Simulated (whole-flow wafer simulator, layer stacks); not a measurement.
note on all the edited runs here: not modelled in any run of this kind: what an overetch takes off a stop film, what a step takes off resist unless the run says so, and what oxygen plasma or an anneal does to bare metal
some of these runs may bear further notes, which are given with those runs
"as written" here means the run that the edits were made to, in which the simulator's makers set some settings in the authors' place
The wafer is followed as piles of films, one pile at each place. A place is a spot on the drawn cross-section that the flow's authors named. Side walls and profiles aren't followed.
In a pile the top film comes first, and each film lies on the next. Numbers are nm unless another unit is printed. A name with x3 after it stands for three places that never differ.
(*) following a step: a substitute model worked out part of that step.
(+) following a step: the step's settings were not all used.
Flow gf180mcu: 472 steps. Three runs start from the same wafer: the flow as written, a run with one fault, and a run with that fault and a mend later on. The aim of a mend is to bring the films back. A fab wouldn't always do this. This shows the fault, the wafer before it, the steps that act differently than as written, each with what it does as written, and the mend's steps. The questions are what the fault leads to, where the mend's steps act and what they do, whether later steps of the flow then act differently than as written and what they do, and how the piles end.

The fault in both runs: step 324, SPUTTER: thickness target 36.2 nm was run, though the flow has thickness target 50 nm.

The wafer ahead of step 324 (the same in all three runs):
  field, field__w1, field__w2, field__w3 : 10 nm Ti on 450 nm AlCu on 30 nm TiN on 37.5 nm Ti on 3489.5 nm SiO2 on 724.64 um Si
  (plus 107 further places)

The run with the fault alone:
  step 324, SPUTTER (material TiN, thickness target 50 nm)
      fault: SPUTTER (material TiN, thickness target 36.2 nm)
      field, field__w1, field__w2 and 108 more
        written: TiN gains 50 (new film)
        fault: TiN gains 36.2 (new film)
  Steps later in the flow that act otherwise than as written (4 other steps are not shown; they differ only slightly, by no more than 2% or 0.5 nm, whichever is larger):
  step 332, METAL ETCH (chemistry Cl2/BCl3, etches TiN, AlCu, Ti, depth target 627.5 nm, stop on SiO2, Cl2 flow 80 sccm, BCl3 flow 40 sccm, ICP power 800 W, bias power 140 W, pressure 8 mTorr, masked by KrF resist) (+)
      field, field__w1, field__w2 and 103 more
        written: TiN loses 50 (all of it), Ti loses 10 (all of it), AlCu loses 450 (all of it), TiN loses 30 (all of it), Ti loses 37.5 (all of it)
        fault: TiN loses 36.2 (all of it), Ti loses 10 (all of it), AlCu loses 450 (all of it), TiN loses 30 (all of it), Ti loses 37.5 (all of it)
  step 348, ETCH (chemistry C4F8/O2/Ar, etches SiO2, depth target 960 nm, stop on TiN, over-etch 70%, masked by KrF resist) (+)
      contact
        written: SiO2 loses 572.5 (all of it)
        fault: SiO2 loses 586.3 (all of it)
  The piles end different from the flow's at field__w8, contact, m1, m1__w1, m1_nw by more than 2% or 0.5 nm, whichever is larger.
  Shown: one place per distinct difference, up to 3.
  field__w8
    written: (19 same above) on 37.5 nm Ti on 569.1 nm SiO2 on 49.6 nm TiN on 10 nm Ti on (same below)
    fault: (19 same above) on 37.5 nm Ti on 582.9 nm SiO2 on 35.8 nm TiN on 10 nm Ti on (same below)
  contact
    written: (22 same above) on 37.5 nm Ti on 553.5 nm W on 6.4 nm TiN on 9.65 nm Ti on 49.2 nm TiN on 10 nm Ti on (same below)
    fault: (22 same above) on 37.5 nm Ti on 567.4 nm W on 6.35 nm TiN on 9.58 nm Ti on 35.4 nm TiN on 10 nm Ti on (same below)

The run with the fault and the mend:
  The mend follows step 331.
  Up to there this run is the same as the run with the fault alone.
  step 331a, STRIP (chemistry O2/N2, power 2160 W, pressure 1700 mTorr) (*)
      field__w8, contact, m1, m1__w1, m1_nw
        KrF resist loses 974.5 (all of it)
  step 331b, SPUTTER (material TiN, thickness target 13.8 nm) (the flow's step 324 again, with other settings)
      field, field__w1, field__w2 and 108 more
        TiN gains 13.8
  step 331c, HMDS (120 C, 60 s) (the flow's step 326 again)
      leaves every film unchanged at each place that is followed
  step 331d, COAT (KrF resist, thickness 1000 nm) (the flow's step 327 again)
      field, field__w1, field__w2 and 108 more
        KrF resist gains 1000 (new film)
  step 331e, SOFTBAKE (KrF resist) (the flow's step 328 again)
      leaves every film unchanged at each place that is followed
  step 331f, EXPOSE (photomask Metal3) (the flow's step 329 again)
      leaves every film unchanged at each place that is followed
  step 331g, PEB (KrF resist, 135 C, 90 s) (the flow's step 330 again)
      field, field__w1, field__w2 and 108 more
        KrF resist loses 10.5
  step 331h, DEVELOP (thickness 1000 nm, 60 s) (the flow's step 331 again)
      field, field__w1, field__w2 and 103 more
        KrF resist loses 989.5 (all of it)
      field__w8, contact, m1, m1__w1, m1_nw
        KrF resist loses 14.9
  None of the later steps of the flow acts differently than as written at any place that is followed.
  By the end, the piles equal the flow's at every place that both follow.
